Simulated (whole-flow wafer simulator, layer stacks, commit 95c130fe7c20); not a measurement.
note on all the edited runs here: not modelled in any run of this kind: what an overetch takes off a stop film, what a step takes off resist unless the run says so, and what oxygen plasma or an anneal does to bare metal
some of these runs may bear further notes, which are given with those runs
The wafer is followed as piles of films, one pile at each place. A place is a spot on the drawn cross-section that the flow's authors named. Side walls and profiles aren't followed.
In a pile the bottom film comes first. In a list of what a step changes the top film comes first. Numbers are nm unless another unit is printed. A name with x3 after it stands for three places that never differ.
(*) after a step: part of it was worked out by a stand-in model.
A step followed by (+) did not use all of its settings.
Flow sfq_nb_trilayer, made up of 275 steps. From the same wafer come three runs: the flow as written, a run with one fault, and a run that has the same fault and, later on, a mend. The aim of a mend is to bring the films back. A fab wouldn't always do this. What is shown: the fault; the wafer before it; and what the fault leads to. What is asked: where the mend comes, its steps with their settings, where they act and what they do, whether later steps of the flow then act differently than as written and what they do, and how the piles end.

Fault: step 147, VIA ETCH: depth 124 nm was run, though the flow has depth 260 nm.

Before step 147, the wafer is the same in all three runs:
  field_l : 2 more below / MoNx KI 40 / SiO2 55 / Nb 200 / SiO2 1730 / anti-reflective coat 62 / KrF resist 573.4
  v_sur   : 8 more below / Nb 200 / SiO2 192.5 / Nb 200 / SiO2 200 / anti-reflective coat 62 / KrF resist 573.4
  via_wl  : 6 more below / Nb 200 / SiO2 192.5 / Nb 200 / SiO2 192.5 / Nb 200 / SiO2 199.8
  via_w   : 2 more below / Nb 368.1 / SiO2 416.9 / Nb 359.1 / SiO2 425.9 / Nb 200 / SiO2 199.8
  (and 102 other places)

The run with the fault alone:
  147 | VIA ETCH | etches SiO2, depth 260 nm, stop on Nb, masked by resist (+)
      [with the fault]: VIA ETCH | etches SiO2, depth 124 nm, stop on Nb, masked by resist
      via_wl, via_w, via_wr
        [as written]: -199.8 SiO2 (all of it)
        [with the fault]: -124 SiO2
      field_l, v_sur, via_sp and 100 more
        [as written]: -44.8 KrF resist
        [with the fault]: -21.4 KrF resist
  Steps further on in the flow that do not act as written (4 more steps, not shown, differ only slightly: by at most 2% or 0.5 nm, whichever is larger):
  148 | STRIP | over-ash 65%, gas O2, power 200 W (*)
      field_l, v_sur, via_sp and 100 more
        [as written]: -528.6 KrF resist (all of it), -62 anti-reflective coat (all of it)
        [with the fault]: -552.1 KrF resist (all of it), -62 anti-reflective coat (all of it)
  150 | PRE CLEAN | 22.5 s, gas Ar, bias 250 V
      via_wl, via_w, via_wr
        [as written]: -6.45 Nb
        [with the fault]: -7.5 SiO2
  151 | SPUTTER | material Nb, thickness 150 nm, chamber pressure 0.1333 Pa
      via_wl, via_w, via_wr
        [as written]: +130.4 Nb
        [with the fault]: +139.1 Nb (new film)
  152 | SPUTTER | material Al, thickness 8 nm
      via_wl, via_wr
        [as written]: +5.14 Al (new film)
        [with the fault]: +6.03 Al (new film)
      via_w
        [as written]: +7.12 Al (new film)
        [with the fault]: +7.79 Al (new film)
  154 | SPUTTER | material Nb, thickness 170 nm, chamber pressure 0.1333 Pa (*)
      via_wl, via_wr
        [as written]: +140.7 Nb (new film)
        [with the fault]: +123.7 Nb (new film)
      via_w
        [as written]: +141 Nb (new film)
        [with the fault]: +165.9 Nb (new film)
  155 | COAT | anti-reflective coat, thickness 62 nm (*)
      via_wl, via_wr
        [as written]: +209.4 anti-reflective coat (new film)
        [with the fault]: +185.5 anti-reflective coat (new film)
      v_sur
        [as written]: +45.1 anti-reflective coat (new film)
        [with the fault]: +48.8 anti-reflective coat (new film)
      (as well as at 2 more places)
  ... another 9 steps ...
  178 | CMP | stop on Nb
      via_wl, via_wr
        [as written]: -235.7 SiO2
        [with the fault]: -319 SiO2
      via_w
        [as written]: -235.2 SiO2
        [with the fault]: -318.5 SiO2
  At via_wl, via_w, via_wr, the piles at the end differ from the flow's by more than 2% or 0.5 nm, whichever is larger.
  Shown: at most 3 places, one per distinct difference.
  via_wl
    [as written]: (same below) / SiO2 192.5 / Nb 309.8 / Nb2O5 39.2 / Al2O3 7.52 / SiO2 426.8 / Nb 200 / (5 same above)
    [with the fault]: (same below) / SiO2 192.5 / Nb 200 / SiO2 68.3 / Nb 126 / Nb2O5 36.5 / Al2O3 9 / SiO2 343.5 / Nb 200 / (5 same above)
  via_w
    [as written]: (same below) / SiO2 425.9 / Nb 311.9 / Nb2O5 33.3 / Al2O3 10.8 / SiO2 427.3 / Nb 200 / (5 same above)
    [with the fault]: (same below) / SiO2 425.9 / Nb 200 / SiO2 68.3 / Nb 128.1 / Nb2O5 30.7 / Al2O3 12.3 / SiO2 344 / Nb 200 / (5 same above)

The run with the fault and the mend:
  The mend stands after step 148.
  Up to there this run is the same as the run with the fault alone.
  148a | COAT | anti-reflective coat, thickness 62 nm (*) (a further turn of the flow's step 140)
      p4_fl x3, p4_w1 x9, p4_g1 x2 and 63 more
        +62 anti-reflective coat (new film)
      r_sur, res, r_end and 9 more
        +61.8 anti-reflective coat (new film)
      jj_sur, ce_l, c5j, ce_r, sp_r, be_r
        +61.7 anti-reflective coat (new film)
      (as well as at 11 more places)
  148b | COAT | KrF resist, thickness 650 nm (*) (a further turn of the flow's step 141)
      p4_fl x3, p4_w1 x9, p4_g1 x2 and 63 more
        +650 KrF resist (new film)
      lsp_l, ln_m5, lsp_m, ln_m6, lsp_r, l0_sur
        +649.6 KrF resist (new film)
      res, r_end, moat, field_r, l0v
        +649.5 KrF resist (new film)
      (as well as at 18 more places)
  148c | SOFTBAKE | KrF resist (a further turn of the flow's step 142)
      leaves every film unchanged at each place that is followed
  148d | EXPOSE | photomask I4, dose 11.93 mJ/cm2, NA 0.6, wavelength 248 nm (*) (a further turn of the flow's step 143)
      leaves every film unchanged at each place that is followed
  148e | PEB | KrF resist, 90 s (a further turn of the flow's step 144)
      gap, jj_sur, ce_l and 93 more
        -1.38 KrF resist
      v_sur, via_sp, via_v, wire, be, be_sur
        -1.37 KrF resist
      via_wl, via_wr
        -1.5 KrF resist
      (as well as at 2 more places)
  148f | DEVELOP | KrF resist, thickness 650 nm, 60 s (a further turn of the flow's step 145)
      field_l, v_sur, via_sp and 100 more
        -23.5 KrF resist
      via_wl
        -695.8 KrF resist (all of it)
      via_w
        -728.7 KrF resist (all of it)
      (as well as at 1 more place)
  148g | VIA ETCH | etches anti-reflective coat, depth 125 nm, masked by resist (+) (a further turn of the flow's step 146)
      field_l, v_sur, via_sp and 100 more
        -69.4 KrF resist
      via_wl, via_wr
        -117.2 anti-reflective coat (all of it)
      via_w
        -80.4 anti-reflective coat (all of it), -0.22 SiO2
  148h | VIA ETCH | etches SiO2, depth 136 nm, stop on Nb, masked by resist (+) (a further turn of the flow's step 147, with different settings)
      field_l, v_sur, via_sp and 100 more
        -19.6 KrF resist
      via_wl, via_wr
        -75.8 SiO2 (all of it)
      via_w
        -75.6 SiO2 (all of it)
  148i | STRIP | over-ash 65%, gas O2, power 200 W (*) (a further turn of the flow's step 148)
      p4_fl x3, p4_w1 x9, p4_g1 x2 and 63 more
        -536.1 KrF resist (all of it), -62 anti-reflective coat (all of it)
      r_end, moat, field_r and 6 more
        -535.6 KrF resist (all of it), -61.8 anti-reflective coat (all of it)
      r_sur, res, l0v
        -535.5 KrF resist (all of it), -61.8 anti-reflective coat (all of it)
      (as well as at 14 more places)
  Every later step of the flow that is run acts as written, at every place that is followed, to within 2% or 0.5 nm, whichever is larger.
  The piles end the same as the flow's at every place that both follow.
